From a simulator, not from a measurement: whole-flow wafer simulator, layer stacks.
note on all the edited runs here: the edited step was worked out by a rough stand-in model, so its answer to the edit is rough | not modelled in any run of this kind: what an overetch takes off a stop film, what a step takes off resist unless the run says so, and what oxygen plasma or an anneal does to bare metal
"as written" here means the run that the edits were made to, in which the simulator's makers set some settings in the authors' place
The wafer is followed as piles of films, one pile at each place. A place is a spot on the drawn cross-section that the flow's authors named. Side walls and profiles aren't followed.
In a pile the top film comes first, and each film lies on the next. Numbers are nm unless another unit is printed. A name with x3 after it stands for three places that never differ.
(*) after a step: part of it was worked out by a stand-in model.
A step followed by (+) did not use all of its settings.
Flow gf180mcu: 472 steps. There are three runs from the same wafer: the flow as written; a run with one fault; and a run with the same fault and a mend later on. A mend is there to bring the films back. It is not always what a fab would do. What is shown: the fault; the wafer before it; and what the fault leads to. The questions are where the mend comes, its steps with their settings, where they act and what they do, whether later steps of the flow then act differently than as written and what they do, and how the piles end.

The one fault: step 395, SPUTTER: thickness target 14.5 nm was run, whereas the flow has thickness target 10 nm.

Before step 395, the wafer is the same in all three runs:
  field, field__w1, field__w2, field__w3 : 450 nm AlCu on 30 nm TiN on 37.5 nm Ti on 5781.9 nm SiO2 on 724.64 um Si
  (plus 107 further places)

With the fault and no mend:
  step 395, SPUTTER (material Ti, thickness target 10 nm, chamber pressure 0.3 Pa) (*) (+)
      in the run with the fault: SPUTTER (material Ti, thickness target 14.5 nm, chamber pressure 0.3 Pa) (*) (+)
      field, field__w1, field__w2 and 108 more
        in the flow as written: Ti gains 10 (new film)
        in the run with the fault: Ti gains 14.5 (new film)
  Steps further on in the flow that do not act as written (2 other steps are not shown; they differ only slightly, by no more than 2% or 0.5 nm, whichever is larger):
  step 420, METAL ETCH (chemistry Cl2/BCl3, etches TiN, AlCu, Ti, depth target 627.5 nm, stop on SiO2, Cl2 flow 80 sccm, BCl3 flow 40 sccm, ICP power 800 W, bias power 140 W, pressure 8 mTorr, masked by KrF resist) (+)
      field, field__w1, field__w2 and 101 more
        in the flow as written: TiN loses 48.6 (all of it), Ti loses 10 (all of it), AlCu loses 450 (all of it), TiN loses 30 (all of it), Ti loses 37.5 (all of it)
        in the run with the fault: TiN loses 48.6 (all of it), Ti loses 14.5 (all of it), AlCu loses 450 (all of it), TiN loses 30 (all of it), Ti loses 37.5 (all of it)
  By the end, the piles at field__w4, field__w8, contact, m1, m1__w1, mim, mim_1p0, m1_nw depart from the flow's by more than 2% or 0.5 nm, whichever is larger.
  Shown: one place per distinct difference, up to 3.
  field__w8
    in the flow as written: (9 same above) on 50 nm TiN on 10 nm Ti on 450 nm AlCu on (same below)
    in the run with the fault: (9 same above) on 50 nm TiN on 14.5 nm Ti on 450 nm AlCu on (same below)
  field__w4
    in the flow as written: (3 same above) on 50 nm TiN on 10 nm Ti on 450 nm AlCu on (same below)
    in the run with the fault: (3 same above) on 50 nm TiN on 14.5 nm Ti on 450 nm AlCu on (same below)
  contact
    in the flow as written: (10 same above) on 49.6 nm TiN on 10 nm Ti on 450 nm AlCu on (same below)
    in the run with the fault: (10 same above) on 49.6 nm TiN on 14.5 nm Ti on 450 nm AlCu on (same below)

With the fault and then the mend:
  The mend follows step 395.
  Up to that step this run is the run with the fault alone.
  step 395a, METAL ETCH (chemistry Cl2/BCl3, etches TiN, AlCu, Ti, depth target 4.5 nm, Cl2 flow 80 sccm, BCl3 flow 40 sccm, ICP power 800 W, bias power 140 W, pressure 8 mTorr) (the flow's step 260 again, with other settings)
      field, field__w1, field__w2 and 108 more
        Ti loses 4.5
  None of the later steps of the flow acts differently than as written at any place that is followed.
  By the end, the piles equal the flow's at every place that both follow.
